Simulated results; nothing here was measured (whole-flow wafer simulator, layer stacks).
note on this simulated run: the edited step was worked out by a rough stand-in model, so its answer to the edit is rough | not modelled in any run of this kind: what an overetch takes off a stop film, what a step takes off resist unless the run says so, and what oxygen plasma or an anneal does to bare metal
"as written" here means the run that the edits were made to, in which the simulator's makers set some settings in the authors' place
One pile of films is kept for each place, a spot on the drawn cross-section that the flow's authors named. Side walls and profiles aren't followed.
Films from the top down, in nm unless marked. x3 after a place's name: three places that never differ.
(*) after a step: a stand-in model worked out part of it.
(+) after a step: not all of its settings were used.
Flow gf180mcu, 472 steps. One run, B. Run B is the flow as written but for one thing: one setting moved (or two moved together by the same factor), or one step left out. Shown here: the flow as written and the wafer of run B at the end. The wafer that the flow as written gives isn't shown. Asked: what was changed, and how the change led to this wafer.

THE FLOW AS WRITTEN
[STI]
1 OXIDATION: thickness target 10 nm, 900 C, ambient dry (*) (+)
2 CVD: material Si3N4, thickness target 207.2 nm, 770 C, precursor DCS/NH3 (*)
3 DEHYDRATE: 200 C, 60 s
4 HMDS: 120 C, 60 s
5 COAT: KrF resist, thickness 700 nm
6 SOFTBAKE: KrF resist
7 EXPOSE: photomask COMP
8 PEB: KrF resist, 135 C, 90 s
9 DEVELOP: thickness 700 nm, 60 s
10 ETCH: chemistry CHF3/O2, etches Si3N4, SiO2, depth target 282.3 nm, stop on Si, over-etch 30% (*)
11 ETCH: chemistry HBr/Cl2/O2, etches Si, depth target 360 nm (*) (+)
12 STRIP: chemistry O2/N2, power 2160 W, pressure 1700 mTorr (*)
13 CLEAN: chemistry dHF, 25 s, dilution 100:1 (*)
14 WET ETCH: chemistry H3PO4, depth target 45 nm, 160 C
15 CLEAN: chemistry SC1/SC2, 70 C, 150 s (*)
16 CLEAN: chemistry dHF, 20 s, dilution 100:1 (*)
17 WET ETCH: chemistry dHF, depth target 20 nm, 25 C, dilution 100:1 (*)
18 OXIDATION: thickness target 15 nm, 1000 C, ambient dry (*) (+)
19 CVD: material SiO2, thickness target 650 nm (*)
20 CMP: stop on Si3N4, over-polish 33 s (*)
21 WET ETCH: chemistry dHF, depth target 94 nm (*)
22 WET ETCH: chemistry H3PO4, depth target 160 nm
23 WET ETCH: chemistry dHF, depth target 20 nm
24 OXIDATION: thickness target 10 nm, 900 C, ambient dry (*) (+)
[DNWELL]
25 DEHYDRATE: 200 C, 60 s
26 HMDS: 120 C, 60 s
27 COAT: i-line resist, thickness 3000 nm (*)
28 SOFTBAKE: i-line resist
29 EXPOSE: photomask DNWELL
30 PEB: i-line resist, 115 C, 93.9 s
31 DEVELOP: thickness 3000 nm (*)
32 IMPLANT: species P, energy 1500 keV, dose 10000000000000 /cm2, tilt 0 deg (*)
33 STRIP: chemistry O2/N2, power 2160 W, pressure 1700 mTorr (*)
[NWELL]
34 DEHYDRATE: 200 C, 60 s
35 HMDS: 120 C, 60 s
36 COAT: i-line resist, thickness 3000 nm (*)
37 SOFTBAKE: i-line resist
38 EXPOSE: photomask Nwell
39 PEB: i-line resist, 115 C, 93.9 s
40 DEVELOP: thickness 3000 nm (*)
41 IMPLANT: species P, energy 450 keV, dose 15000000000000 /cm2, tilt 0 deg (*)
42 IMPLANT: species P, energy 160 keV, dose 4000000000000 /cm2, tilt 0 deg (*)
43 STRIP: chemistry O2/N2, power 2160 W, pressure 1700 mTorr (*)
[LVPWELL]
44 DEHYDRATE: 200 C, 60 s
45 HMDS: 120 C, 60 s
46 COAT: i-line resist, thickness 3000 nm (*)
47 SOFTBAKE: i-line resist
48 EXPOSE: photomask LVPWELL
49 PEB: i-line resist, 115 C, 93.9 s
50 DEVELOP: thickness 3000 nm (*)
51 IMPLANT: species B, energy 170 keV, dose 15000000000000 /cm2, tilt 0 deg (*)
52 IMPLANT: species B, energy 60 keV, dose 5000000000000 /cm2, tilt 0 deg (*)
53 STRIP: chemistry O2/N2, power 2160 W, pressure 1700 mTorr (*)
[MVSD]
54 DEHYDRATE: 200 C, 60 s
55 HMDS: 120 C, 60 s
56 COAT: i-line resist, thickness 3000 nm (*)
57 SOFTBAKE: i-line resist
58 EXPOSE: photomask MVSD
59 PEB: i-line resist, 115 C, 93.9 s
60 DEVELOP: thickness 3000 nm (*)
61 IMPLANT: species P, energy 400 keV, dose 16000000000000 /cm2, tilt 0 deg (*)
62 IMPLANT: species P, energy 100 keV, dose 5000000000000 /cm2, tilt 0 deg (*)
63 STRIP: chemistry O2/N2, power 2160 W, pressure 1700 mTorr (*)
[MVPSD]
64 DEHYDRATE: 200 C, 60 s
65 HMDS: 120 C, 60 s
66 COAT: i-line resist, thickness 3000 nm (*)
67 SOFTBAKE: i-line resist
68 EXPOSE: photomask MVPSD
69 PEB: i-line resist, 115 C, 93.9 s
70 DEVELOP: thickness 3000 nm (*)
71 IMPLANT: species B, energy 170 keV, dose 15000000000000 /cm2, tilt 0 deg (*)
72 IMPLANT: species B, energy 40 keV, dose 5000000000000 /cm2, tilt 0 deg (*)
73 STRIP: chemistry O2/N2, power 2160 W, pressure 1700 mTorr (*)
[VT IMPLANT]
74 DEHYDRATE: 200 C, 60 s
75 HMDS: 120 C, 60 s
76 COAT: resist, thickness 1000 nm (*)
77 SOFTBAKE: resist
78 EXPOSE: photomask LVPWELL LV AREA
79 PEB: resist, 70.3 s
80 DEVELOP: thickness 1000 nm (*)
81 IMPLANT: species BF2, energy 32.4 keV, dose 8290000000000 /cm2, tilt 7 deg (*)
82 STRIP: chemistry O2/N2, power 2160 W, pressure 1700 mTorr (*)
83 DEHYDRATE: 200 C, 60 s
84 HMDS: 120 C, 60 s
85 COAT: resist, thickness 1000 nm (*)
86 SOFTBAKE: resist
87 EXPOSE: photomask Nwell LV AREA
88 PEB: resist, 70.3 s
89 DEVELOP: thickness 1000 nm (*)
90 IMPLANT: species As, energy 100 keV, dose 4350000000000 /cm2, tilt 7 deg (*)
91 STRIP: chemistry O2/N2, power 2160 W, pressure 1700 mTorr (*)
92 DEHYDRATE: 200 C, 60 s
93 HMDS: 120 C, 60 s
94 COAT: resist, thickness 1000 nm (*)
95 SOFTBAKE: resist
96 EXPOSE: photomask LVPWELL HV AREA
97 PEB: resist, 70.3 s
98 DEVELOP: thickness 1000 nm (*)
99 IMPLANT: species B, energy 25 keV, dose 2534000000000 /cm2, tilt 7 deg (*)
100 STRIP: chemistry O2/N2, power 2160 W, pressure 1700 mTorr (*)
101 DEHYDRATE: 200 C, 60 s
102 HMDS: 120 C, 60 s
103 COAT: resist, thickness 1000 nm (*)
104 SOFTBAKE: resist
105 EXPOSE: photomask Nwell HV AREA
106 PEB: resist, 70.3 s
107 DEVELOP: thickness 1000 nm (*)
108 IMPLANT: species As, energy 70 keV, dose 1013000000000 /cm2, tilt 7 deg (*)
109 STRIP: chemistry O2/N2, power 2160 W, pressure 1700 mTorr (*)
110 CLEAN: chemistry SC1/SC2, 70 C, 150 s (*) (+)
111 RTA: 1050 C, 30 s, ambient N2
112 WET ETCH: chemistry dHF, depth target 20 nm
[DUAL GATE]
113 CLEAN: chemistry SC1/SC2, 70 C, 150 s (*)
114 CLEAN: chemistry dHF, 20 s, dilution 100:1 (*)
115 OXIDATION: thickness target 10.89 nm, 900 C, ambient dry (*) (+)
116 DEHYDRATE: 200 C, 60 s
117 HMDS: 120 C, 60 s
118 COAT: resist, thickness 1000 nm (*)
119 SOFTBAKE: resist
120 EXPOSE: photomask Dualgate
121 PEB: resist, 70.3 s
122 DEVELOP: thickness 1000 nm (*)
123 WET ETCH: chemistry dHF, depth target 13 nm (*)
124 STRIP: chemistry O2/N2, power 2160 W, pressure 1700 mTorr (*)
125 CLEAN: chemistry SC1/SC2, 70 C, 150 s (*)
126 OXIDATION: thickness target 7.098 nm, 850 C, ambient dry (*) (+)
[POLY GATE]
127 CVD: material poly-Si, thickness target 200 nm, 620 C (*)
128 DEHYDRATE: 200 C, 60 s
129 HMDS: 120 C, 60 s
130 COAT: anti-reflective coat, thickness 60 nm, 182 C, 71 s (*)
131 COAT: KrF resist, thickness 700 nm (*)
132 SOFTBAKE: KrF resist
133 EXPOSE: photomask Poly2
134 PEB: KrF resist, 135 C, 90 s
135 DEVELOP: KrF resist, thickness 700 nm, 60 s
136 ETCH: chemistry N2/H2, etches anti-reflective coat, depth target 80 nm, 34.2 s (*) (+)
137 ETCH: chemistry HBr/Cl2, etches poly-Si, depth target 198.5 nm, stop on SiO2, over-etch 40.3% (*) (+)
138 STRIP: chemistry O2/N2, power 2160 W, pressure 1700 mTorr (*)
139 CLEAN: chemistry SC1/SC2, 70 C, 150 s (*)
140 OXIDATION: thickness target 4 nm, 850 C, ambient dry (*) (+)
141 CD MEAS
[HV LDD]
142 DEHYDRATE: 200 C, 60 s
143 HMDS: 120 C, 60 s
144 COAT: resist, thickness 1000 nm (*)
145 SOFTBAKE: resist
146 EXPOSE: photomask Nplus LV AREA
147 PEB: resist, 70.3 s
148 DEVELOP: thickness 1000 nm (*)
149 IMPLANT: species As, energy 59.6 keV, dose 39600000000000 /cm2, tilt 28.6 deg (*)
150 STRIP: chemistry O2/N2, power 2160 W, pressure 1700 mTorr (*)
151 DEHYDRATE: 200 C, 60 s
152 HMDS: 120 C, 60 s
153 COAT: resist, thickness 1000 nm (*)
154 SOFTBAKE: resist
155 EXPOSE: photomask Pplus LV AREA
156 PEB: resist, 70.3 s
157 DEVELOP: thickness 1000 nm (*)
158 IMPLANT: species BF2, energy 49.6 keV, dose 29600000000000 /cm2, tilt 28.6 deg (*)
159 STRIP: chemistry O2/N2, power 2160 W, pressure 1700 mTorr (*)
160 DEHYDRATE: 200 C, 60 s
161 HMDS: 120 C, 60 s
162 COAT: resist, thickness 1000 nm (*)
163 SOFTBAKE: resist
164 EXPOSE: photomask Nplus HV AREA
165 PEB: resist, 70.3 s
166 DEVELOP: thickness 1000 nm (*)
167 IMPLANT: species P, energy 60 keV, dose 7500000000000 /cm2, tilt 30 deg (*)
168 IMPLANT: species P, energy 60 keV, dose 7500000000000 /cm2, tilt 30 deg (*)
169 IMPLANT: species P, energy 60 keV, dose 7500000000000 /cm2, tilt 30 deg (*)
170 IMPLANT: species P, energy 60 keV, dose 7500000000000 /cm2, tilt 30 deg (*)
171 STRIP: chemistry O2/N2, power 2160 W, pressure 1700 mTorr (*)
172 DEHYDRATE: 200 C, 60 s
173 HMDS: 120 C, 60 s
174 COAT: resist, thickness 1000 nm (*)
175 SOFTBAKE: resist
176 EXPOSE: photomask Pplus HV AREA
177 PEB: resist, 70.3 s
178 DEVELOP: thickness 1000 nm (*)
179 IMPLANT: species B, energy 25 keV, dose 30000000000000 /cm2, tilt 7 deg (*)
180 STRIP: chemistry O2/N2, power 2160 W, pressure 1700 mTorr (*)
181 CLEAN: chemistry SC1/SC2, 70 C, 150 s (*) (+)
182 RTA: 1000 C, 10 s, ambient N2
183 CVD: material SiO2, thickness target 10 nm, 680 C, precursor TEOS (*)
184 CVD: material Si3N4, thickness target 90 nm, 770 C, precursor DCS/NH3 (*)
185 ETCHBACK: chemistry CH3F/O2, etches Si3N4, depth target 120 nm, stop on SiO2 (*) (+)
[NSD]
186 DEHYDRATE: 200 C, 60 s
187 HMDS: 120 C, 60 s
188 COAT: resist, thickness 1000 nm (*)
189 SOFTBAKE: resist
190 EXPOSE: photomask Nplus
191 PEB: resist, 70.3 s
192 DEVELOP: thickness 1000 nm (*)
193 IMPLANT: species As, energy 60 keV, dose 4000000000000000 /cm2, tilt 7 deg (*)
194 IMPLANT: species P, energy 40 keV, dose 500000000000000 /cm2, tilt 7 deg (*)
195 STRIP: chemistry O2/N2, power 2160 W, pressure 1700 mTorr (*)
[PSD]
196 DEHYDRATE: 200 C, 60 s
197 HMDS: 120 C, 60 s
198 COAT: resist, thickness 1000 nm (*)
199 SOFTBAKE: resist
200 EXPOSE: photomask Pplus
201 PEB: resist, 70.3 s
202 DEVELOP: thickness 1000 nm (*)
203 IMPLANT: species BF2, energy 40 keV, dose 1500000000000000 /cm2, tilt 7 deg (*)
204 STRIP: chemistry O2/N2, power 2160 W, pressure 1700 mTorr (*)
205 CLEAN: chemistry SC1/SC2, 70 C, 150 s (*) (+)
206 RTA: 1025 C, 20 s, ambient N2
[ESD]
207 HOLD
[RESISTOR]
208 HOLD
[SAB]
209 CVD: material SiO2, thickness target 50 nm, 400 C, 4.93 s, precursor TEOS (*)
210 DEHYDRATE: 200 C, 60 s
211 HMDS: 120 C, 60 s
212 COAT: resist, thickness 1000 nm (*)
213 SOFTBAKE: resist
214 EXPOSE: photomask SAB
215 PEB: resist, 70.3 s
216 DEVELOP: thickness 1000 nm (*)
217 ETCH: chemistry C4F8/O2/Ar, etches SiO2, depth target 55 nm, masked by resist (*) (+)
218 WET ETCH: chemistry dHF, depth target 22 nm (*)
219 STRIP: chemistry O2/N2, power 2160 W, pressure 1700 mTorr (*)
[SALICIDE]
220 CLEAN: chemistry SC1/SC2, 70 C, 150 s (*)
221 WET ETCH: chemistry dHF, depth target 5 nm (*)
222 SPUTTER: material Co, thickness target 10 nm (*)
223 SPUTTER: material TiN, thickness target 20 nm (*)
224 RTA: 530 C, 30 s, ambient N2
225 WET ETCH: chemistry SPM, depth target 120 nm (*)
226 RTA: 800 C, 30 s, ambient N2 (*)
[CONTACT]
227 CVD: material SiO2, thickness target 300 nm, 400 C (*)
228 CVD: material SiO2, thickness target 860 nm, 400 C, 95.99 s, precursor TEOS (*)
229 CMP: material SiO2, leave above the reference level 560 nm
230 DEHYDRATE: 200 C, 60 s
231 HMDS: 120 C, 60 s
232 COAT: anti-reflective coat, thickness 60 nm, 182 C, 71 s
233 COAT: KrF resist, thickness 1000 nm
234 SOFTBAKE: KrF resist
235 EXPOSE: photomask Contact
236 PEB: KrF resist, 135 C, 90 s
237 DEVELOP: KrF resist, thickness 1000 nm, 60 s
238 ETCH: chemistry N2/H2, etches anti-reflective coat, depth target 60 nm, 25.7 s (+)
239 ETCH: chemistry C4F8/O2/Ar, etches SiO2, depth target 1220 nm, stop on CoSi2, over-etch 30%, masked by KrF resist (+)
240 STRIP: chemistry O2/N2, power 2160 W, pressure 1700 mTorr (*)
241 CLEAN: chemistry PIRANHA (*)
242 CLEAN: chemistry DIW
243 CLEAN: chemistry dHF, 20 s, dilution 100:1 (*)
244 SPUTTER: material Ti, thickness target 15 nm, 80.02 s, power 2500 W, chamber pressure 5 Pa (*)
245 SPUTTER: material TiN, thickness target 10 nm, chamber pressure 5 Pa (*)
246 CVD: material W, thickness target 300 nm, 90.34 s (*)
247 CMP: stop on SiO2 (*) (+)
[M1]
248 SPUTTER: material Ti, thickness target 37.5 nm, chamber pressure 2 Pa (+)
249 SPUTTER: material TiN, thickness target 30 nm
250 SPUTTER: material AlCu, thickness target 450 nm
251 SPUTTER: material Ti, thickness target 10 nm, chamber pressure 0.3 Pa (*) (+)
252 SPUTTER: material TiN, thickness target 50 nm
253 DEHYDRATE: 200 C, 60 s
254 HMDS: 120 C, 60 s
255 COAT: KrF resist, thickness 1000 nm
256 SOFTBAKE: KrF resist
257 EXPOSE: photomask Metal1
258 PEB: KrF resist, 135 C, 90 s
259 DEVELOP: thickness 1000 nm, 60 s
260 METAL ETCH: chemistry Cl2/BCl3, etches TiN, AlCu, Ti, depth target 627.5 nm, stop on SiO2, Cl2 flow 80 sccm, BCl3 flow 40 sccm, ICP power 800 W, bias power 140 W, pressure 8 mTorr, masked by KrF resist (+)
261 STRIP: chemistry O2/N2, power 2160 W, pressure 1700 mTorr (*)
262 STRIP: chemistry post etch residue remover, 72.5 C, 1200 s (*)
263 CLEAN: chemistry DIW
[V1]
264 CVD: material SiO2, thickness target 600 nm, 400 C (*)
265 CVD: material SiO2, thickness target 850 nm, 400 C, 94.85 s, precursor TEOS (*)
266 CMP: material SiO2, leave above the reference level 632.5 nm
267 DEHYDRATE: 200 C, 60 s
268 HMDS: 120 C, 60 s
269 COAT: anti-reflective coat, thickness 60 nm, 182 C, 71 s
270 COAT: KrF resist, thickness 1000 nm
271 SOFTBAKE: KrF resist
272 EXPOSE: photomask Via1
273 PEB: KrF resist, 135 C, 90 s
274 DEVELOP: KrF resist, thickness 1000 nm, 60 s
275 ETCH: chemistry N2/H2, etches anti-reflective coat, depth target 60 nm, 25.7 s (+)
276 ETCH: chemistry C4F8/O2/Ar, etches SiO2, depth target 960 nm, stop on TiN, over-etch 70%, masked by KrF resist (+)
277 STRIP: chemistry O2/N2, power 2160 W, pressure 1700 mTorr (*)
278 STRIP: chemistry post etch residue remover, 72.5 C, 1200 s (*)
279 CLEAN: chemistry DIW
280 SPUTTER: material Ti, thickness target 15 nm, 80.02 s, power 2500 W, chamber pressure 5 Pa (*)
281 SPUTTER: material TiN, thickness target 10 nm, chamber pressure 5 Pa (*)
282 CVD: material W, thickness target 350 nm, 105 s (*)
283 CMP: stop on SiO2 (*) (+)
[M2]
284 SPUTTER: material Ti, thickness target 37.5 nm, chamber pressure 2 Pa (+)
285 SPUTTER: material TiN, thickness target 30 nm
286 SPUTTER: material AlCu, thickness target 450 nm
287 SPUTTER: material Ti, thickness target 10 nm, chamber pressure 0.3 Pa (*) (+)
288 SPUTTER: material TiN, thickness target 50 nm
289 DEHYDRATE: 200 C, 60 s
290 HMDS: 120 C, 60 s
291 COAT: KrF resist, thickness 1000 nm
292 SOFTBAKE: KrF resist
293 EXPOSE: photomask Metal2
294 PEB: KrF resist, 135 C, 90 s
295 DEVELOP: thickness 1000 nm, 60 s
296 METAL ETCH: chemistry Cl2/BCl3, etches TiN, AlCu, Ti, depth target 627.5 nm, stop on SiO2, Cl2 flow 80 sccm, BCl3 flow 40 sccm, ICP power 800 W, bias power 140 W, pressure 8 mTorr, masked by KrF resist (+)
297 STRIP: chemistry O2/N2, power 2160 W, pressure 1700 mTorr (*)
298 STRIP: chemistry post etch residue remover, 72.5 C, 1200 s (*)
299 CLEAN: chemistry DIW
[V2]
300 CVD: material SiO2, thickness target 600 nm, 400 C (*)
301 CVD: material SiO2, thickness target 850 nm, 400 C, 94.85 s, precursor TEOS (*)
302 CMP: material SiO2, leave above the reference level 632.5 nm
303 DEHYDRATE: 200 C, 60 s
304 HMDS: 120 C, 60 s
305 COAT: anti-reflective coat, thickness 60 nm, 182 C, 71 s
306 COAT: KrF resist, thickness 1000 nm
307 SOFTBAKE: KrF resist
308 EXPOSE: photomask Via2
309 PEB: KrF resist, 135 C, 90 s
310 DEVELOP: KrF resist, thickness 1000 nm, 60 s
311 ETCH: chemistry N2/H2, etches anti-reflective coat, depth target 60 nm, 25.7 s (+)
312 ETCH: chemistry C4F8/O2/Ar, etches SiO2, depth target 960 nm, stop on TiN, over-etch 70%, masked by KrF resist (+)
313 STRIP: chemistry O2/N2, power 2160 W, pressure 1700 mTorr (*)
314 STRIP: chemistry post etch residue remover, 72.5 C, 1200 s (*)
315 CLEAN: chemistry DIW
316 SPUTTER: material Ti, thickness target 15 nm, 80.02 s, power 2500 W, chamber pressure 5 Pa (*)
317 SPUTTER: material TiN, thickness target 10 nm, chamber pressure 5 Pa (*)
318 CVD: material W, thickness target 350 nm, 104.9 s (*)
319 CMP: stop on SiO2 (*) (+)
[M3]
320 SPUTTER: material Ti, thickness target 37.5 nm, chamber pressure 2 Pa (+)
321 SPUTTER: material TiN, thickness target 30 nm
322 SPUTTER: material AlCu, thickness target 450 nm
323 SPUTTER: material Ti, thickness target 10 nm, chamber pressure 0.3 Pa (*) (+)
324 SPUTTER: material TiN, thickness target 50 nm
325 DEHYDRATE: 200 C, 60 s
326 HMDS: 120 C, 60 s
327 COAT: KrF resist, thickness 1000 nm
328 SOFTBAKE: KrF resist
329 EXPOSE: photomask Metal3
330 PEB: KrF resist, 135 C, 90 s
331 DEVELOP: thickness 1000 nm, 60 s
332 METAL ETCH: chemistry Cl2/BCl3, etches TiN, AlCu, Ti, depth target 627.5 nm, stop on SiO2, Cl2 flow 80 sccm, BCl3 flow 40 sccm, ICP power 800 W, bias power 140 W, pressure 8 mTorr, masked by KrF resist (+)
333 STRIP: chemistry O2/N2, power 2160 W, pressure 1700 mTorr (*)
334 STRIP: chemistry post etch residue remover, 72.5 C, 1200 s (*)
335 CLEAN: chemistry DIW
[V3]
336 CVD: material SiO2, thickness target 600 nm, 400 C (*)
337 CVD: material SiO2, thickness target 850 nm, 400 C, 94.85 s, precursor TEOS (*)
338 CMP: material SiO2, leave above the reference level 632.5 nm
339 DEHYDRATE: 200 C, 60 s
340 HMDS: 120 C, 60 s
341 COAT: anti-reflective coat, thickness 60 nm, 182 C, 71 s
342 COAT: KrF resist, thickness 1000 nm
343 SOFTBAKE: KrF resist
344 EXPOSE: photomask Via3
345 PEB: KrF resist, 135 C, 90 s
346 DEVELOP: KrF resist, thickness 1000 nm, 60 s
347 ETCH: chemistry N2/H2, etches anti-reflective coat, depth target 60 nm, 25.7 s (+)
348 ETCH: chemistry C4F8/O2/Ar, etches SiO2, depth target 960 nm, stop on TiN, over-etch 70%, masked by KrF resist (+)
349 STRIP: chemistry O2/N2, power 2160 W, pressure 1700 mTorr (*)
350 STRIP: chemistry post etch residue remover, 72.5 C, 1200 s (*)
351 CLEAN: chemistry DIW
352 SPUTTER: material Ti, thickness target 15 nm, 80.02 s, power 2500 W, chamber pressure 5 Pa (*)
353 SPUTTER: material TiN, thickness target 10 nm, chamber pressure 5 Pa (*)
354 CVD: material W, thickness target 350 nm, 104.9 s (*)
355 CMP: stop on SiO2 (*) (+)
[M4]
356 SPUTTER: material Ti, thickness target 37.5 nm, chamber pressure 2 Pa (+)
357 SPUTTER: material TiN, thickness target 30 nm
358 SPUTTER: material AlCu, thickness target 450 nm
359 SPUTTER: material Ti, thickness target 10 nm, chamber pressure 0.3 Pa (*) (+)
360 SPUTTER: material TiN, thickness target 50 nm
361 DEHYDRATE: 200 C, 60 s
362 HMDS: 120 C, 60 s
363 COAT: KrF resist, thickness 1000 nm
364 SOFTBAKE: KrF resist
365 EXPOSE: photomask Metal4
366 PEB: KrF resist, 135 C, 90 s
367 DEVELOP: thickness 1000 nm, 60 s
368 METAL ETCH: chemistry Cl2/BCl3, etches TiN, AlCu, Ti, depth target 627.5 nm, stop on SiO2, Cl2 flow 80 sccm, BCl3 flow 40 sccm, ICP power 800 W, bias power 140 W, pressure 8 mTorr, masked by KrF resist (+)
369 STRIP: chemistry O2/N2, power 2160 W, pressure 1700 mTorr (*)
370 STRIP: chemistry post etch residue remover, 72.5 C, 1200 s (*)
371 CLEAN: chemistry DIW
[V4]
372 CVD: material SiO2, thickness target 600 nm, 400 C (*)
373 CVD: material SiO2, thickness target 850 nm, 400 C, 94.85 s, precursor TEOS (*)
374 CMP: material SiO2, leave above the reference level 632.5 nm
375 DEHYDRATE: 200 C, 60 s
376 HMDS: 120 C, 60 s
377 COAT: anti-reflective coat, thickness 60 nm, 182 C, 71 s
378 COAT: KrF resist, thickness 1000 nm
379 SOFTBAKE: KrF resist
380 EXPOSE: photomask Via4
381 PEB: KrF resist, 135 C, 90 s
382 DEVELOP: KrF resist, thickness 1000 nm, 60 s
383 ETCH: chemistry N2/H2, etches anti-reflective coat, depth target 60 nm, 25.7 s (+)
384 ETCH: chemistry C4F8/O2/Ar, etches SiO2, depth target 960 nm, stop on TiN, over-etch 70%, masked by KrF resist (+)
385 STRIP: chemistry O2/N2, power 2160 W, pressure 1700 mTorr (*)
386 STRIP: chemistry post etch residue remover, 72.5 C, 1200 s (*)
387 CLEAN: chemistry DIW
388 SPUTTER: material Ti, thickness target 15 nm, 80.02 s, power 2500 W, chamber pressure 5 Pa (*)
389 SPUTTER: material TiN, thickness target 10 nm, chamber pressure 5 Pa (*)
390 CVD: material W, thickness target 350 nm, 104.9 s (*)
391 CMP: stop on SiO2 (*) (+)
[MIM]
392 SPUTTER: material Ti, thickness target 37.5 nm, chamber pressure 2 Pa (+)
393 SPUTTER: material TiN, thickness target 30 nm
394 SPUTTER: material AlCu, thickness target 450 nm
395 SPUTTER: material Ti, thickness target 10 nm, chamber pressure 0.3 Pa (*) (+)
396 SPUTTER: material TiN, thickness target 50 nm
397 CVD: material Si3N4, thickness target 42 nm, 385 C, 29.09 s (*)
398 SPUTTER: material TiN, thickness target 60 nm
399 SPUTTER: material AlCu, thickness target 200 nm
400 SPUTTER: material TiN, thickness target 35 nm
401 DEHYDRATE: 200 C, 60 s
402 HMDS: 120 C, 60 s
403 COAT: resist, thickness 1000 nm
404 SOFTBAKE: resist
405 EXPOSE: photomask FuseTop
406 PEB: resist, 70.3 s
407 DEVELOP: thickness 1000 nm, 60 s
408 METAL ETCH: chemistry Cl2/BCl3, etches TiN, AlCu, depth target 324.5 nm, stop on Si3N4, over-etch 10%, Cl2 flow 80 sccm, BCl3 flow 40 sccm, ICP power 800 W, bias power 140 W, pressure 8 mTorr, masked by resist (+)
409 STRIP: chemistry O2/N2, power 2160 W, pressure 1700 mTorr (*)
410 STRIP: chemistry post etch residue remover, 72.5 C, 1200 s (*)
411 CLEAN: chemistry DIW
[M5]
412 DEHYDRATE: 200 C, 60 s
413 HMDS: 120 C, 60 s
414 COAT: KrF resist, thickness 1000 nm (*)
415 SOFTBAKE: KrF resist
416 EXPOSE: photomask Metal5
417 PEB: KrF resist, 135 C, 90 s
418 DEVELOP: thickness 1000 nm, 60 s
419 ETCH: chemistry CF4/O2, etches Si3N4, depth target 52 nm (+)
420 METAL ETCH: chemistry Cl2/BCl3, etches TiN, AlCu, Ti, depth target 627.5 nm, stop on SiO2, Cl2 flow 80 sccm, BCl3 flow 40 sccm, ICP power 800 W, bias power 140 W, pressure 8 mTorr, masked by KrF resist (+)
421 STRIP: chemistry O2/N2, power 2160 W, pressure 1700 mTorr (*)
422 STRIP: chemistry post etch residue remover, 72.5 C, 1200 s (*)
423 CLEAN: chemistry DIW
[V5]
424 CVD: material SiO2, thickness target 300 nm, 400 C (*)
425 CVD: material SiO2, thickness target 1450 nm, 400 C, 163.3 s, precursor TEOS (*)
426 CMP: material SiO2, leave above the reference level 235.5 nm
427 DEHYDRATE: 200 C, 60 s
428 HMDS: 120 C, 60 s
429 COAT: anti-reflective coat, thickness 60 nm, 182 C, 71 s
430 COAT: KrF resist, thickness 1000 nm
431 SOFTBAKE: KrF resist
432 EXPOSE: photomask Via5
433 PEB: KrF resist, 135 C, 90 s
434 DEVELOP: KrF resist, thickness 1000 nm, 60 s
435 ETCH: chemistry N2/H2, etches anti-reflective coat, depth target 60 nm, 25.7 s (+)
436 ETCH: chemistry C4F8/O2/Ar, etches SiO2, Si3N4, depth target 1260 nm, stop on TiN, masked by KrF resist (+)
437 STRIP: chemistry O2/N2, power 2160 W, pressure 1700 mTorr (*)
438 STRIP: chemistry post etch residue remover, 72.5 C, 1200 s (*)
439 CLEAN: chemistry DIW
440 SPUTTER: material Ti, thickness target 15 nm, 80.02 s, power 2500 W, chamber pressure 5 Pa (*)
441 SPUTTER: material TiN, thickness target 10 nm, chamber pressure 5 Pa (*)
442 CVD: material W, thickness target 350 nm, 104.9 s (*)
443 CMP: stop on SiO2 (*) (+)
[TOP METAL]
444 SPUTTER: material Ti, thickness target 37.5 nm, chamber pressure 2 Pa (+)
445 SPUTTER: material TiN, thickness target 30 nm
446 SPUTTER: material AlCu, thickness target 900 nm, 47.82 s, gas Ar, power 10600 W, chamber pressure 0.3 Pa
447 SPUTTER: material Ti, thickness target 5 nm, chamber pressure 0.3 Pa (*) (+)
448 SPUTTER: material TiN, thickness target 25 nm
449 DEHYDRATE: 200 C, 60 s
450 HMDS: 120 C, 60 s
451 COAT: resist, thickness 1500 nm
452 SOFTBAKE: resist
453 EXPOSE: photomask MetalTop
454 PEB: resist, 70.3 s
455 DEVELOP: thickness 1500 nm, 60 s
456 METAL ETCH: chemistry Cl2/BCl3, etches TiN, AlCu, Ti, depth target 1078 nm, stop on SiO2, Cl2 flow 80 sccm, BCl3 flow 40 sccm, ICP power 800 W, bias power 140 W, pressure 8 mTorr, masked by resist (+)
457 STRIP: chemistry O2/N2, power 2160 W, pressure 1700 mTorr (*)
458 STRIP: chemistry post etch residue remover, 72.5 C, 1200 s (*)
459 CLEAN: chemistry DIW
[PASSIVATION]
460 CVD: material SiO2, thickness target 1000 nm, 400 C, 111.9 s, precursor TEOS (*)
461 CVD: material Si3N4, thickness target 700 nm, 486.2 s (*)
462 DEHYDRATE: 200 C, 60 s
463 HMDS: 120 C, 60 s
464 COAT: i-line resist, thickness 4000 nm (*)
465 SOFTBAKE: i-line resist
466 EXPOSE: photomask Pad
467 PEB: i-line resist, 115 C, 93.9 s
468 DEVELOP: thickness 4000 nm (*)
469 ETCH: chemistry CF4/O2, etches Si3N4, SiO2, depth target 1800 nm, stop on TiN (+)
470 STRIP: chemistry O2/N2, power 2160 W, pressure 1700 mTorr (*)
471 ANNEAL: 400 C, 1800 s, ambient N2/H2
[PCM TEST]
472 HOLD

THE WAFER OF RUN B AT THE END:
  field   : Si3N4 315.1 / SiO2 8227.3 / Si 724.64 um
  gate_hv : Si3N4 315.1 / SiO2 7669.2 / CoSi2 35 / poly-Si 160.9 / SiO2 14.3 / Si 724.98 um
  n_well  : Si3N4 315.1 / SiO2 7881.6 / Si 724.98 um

The cause: step 461, CVD: thickness target 315 nm was run, where the flow has thickness target 700 nm; step 461, CVD: 218.8 s was run, where the flow has 486.2 s.

How the change led to this, step by step:
  461 CVD: material Si3N4, thickness target 700 nm, 486.2 s (*)
      field, field__w1, field__w2 and 109 more: Si3N4 +315.1 (new film) (as written it would be: Si3N4 +700 (new film))
  465 SOFTBAKE: i-line resist
      field__w11, field__w13: i-line resist +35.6 (as written it would be: i-line resist +37.6)
      ld_acc_p, ld_fp_p: i-line resist +31.7 (as written it would be: i-line resist +33.8)
      (and at 55 more places)
  469 ETCH: chemistry CF4/O2, etches Si3N4, SiO2, depth target 1800 nm, stop on TiN (+)
      pad: Si3N4 -315.1 (all of it), SiO2 -1000 (all of it) (as written it would be: Si3N4 -700 (all of it), SiO2 -1000 (all of it))
